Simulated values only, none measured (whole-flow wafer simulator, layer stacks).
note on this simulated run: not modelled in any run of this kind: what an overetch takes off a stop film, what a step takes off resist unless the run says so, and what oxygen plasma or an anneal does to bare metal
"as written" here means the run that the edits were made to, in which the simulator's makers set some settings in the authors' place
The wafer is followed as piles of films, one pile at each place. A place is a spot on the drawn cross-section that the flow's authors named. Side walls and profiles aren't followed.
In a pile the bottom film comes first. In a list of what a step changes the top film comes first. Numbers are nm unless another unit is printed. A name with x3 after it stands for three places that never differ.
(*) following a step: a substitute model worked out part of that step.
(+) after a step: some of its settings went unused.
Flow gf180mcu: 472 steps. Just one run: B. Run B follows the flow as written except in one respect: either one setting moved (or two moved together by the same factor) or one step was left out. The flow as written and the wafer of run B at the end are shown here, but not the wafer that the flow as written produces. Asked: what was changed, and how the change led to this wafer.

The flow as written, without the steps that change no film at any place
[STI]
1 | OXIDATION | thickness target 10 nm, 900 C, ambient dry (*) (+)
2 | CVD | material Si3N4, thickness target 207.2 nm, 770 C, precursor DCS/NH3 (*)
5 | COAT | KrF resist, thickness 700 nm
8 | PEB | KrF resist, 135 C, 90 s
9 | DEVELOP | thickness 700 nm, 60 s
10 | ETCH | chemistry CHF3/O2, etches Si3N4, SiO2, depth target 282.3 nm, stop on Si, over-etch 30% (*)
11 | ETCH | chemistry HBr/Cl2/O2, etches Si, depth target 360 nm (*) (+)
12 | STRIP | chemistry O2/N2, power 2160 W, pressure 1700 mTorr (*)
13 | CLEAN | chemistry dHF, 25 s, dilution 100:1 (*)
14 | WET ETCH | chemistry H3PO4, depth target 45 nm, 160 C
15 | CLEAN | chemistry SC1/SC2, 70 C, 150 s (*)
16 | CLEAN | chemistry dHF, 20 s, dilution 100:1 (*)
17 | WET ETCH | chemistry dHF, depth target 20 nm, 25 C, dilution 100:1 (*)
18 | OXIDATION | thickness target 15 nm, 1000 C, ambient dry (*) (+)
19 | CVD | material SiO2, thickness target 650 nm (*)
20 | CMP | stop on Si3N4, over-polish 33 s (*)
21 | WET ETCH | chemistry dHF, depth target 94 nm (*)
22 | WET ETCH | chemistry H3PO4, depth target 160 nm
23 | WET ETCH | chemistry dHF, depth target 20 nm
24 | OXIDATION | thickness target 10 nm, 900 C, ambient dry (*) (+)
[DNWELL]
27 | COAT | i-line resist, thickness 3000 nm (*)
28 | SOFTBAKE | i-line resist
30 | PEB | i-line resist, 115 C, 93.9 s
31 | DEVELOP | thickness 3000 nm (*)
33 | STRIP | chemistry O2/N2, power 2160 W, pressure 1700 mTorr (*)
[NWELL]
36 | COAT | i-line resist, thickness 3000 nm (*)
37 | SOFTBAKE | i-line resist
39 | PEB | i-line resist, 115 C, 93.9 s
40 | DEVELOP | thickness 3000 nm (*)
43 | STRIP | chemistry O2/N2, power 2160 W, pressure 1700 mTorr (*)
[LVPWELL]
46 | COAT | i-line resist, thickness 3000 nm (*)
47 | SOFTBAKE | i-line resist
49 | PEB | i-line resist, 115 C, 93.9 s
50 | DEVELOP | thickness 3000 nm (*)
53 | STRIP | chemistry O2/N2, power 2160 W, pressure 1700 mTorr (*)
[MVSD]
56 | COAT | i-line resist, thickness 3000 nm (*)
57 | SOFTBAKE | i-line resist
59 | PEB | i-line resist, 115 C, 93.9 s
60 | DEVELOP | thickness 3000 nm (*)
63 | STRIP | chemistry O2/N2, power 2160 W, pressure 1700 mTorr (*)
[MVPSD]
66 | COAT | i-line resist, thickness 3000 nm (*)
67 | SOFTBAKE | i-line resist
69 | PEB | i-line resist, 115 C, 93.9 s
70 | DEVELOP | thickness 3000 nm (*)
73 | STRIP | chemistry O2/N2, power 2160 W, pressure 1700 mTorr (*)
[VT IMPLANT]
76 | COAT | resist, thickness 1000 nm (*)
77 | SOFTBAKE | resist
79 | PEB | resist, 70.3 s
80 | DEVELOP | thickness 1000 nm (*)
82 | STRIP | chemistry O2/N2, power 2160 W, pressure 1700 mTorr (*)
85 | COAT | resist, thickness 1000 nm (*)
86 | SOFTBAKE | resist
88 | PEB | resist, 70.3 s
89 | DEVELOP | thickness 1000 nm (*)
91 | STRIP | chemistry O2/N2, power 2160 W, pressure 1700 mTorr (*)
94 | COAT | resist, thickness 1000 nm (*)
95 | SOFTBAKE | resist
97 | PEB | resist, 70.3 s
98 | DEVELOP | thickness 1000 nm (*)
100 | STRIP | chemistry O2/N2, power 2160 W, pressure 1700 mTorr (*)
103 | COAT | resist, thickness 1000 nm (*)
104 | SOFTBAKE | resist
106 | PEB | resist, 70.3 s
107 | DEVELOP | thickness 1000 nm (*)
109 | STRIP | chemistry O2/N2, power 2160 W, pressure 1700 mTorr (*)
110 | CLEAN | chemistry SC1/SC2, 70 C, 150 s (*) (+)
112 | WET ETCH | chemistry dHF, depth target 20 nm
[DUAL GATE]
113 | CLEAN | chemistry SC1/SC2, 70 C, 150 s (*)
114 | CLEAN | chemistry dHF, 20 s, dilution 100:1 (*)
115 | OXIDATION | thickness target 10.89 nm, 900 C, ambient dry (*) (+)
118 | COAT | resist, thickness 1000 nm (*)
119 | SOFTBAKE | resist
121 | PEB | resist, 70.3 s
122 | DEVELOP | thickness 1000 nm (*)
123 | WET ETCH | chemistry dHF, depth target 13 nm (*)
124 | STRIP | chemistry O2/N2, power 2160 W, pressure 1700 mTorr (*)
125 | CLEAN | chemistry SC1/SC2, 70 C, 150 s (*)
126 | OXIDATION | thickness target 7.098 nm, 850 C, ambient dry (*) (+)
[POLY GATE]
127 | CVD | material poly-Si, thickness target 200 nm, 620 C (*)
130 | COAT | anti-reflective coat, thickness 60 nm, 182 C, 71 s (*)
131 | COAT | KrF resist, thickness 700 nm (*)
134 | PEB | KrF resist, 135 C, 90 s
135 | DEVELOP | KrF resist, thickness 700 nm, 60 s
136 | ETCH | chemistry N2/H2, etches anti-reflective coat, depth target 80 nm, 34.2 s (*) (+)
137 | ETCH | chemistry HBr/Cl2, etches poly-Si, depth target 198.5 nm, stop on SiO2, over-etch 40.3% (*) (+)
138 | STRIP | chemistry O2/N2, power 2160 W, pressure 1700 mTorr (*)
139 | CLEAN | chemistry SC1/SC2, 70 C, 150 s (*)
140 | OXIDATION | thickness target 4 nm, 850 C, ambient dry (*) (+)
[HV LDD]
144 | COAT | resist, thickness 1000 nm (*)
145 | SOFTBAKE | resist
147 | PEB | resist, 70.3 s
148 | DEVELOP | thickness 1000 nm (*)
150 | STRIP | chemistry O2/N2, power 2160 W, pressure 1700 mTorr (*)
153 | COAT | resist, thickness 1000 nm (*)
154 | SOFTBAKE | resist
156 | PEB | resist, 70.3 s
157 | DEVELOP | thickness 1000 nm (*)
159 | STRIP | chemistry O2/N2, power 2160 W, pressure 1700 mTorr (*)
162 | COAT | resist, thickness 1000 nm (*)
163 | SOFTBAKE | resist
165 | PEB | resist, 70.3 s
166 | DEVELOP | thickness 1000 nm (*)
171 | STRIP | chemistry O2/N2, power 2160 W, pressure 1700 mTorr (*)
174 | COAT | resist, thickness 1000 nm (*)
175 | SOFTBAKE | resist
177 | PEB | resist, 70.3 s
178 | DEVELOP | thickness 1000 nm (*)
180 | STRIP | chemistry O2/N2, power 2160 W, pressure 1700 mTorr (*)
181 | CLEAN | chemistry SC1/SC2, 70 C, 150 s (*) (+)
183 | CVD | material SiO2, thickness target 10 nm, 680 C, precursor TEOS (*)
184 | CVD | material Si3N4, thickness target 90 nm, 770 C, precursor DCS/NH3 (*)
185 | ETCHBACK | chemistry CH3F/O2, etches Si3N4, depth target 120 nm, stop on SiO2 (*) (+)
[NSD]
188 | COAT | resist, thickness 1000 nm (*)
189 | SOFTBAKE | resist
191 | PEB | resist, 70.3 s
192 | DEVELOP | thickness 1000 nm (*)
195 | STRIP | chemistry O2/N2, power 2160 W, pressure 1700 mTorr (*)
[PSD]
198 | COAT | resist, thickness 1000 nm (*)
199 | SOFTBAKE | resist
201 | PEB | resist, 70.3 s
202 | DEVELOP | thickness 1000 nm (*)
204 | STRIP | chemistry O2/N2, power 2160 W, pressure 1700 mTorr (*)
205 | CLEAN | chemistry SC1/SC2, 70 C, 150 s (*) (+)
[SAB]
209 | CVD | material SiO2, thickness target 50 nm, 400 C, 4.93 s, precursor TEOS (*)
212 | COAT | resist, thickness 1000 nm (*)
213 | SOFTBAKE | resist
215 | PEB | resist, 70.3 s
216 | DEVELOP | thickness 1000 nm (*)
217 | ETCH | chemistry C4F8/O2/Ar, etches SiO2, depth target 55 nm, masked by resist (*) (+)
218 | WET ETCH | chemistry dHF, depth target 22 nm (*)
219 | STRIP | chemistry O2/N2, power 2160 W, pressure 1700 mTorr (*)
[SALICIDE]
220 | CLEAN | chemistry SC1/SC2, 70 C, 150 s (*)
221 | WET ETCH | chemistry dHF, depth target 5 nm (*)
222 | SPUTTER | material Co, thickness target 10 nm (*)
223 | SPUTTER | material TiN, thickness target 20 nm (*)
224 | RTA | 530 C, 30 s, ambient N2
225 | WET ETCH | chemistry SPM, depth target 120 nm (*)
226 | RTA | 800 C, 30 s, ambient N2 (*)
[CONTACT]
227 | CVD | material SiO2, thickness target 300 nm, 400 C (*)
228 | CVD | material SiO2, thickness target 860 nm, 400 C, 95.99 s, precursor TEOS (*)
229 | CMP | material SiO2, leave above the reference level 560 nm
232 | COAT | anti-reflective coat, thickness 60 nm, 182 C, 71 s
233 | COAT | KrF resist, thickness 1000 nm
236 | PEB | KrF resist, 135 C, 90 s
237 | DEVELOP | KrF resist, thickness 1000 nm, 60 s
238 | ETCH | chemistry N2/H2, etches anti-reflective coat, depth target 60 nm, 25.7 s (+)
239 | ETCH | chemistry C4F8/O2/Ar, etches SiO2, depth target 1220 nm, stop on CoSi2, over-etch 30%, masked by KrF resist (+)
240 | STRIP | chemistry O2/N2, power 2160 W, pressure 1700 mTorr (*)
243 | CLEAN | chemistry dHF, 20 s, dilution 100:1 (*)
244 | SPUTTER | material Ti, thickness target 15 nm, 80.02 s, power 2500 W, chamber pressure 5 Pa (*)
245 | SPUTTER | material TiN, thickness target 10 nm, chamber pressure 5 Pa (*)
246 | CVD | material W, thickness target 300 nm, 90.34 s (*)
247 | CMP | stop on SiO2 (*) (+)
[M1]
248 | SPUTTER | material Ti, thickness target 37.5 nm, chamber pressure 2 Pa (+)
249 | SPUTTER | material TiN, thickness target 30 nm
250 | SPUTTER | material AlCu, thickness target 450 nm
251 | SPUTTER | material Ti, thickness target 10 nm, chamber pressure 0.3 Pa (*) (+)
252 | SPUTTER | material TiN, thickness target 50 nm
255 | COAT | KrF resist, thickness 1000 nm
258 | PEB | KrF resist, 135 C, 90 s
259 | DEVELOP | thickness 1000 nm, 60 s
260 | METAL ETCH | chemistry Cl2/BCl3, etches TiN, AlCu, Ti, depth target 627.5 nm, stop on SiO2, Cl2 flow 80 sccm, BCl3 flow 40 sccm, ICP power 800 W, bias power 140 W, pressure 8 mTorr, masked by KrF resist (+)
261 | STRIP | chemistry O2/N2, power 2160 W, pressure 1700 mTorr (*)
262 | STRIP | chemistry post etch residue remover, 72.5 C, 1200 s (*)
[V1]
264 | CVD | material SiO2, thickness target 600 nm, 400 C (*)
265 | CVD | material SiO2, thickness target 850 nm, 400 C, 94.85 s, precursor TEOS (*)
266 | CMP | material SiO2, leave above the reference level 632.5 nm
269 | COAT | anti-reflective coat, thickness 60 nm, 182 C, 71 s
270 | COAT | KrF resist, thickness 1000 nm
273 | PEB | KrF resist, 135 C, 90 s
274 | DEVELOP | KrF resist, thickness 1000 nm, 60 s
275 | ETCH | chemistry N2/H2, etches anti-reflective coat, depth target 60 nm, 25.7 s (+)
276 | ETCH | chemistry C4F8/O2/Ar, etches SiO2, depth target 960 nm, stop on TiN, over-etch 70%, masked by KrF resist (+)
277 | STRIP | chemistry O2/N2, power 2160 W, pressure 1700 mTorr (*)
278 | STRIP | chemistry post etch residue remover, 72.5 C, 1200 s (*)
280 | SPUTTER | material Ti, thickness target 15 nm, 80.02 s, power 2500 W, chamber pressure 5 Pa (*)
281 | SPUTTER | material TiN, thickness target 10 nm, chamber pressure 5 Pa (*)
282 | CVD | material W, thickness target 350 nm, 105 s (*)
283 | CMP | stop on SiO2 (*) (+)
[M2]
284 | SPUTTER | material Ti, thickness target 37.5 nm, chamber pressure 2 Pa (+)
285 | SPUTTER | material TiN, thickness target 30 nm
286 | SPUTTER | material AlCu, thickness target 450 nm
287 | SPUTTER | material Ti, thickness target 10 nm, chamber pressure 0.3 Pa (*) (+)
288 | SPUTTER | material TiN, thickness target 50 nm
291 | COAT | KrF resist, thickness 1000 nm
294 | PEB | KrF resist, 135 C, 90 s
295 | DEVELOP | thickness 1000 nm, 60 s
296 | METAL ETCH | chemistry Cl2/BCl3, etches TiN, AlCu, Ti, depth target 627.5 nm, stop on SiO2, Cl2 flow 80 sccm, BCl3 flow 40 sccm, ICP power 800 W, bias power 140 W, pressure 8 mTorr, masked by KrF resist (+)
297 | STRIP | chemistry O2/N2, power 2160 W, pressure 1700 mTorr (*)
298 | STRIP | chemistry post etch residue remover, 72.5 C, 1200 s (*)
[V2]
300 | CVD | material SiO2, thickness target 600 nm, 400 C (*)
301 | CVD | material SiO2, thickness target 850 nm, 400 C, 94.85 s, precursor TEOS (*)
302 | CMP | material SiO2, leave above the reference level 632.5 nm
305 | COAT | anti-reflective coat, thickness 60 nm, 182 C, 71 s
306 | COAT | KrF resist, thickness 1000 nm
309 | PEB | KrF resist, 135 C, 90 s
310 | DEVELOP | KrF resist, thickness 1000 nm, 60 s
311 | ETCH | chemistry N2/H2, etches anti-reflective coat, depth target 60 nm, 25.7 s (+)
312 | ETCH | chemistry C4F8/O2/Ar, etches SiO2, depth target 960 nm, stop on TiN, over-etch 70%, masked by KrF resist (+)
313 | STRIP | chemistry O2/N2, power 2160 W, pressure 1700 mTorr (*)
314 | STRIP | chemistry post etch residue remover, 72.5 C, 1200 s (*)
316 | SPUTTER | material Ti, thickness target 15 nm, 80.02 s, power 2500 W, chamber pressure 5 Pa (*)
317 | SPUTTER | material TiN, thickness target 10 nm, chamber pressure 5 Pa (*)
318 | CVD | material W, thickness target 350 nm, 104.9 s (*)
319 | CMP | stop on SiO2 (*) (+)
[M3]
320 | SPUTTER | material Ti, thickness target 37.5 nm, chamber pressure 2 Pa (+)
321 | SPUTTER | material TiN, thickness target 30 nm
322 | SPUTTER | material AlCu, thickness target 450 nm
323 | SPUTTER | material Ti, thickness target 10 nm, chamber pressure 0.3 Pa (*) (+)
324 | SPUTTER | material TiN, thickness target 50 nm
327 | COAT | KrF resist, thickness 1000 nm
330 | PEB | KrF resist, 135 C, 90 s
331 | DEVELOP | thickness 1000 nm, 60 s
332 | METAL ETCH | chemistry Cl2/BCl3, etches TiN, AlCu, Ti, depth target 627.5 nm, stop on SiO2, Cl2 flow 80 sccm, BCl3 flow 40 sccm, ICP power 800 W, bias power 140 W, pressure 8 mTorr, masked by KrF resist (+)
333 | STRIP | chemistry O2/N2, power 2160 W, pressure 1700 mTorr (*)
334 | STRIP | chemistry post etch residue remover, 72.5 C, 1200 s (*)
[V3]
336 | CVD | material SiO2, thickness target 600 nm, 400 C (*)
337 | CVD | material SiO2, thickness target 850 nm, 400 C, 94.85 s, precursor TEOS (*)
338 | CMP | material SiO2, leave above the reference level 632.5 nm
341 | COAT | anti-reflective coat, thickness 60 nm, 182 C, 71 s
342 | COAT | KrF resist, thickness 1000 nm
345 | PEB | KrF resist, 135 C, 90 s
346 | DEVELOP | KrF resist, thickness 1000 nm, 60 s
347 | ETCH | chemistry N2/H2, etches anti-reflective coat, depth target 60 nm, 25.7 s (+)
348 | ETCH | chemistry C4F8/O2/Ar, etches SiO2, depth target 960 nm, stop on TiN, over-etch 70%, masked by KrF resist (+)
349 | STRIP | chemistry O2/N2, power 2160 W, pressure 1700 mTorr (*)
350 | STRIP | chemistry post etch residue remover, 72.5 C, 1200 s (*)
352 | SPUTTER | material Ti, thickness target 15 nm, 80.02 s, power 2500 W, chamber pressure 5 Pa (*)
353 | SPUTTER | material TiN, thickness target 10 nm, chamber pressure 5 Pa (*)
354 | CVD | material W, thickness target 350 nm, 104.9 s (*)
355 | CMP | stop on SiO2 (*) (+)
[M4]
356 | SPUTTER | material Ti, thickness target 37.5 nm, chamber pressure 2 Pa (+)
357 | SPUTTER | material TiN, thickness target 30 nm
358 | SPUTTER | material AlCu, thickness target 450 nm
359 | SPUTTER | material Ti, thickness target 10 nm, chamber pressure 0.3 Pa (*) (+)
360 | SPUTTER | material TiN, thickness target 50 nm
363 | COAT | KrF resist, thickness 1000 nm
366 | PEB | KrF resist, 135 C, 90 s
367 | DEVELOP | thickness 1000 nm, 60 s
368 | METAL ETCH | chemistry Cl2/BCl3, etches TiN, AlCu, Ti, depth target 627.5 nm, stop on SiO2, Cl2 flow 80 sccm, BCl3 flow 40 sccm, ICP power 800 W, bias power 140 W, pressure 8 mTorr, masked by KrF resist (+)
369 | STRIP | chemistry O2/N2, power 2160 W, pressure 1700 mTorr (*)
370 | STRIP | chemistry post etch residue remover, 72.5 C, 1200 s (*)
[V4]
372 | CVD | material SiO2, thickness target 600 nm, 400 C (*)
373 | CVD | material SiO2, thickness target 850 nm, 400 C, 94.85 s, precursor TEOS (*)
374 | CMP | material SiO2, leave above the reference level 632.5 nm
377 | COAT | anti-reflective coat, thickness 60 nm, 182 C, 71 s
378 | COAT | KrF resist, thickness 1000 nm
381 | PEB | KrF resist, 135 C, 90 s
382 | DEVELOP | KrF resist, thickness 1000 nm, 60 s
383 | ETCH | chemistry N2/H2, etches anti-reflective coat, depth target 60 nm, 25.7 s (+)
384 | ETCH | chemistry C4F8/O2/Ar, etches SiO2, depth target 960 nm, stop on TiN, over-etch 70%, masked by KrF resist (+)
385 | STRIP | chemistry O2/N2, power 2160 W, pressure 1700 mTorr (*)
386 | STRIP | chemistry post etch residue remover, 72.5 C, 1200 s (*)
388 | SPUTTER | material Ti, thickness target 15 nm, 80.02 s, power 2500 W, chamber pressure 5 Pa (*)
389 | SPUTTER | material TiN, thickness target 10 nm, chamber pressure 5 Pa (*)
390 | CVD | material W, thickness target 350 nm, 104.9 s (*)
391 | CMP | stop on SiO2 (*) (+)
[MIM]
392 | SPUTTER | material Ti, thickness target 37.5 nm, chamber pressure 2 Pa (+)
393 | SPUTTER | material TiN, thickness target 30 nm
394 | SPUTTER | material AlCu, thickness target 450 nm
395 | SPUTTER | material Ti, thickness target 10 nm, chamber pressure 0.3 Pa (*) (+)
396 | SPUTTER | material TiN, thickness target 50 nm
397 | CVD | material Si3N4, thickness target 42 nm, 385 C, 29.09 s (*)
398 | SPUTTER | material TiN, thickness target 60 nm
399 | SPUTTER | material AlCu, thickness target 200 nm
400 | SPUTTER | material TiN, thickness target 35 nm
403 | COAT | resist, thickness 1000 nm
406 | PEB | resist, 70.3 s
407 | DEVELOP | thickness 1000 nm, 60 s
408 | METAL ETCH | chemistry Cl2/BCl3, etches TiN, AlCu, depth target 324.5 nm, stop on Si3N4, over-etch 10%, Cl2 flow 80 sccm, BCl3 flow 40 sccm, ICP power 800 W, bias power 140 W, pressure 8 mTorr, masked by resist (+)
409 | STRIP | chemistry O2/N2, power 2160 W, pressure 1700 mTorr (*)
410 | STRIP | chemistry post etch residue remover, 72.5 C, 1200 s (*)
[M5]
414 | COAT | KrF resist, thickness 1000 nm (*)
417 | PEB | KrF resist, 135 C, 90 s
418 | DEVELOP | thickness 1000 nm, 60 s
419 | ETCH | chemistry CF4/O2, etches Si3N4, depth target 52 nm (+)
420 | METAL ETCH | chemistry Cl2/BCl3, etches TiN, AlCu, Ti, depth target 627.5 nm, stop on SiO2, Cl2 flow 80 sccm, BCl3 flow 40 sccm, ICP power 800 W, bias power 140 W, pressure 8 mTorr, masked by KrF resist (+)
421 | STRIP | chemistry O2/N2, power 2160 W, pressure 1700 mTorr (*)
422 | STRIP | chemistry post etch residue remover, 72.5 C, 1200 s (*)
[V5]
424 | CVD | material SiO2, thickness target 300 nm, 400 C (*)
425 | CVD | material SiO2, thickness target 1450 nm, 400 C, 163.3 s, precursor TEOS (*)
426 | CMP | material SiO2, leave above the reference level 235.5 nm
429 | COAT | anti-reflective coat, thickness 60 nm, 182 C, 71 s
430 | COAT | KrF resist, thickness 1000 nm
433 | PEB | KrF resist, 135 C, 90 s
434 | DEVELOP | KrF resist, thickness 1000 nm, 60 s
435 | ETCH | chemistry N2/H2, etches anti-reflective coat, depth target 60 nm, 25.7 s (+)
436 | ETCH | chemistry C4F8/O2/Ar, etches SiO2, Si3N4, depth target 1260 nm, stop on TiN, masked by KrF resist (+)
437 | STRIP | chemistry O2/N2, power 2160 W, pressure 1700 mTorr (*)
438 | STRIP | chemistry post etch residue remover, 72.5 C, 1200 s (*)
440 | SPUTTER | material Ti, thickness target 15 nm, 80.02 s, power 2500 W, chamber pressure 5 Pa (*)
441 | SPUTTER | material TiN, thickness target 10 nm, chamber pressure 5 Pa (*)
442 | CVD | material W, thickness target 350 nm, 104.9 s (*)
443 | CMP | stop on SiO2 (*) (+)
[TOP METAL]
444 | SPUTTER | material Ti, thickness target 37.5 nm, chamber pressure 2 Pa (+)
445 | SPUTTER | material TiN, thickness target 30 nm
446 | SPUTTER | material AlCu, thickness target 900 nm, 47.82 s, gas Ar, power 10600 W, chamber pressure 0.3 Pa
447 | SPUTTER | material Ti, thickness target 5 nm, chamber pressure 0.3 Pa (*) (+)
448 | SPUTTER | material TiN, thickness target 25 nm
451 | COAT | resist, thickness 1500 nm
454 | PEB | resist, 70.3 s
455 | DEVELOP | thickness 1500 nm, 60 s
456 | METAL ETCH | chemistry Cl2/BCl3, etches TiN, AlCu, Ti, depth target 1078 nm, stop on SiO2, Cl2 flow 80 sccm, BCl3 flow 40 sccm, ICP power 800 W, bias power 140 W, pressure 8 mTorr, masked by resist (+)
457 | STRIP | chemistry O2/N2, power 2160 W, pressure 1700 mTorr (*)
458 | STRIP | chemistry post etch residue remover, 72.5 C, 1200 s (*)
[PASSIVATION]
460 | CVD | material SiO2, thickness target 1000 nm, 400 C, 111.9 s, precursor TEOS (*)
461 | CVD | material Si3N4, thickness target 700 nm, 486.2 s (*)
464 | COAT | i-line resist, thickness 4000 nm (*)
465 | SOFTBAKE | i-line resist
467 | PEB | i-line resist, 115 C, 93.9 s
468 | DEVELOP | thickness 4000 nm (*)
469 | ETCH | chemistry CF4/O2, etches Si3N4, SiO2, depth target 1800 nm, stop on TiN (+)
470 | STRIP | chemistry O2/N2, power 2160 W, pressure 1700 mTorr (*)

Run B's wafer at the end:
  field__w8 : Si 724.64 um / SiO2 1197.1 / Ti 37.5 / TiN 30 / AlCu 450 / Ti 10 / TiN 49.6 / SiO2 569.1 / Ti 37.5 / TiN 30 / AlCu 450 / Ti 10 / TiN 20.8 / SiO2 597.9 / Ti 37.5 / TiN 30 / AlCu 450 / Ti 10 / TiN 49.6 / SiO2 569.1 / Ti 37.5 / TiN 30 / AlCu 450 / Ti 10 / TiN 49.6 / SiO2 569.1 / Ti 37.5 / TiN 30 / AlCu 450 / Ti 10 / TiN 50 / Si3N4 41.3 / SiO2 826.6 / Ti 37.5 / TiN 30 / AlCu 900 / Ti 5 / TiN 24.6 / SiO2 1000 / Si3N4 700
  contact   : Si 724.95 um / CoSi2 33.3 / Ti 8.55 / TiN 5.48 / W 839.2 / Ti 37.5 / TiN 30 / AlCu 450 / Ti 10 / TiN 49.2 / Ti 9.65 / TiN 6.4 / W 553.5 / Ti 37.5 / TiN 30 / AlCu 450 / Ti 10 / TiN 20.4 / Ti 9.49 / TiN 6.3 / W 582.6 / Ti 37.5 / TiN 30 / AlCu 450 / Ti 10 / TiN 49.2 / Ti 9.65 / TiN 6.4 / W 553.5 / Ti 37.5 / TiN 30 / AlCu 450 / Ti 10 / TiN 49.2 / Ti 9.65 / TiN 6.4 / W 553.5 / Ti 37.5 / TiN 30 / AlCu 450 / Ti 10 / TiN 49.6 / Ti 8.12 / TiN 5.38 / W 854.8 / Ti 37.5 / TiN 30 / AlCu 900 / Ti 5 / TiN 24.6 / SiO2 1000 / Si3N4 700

The reason: step 288, SPUTTER: thickness target 21.2 nm was run, whereas the flow has thickness target 50 nm.

The path from the change to this, step by step:
  288 | SPUTTER | material TiN, thickness target 50 nm
      field, field__w1, field__w2 and 108 more: +21.2 TiN (new film) (as written it would have been: +50 TiN (new film))
  296 | METAL ETCH | chemistry Cl2/BCl3, etches TiN, AlCu, Ti, depth target 627.5 nm, stop on SiO2, Cl2 flow 80 sccm, BCl3 flow 40 sccm, ICP power 800 W, bias power 140 W, pressure 8 mTorr, masked by KrF resist (+)
      field, field__w1, field__w2 and 103 more: -21.2 TiN (all of it), -10 Ti (all of it), -450 AlCu (all of it), -30 TiN (all of it), -37.5 Ti (all of it) (as written it would have been: -50 TiN (all of it), -10 Ti (all of it), -450 AlCu (all of it), -30 TiN (all of it), -37.5 Ti (all of it))
  302 | CMP | material SiO2, leave above the reference level 632.5 nm
      field__w8, contact, m1, m1__w1, m1_nw: -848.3 SiO2 (as written it would have been: -877.1 SiO2)
  312 | ETCH | chemistry C4F8/O2/Ar, etches SiO2, depth target 960 nm, stop on TiN, over-etch 70%, masked by KrF resist (+)
      contact: -601.3 SiO2 (all of it) (as written it would have been: -572.5 SiO2 (all of it))
  318 | CVD | material W, thickness target 350 nm, 104.9 s (*)
      contact: +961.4 W (new film) (as written it would have been: +932.3 W (new film))
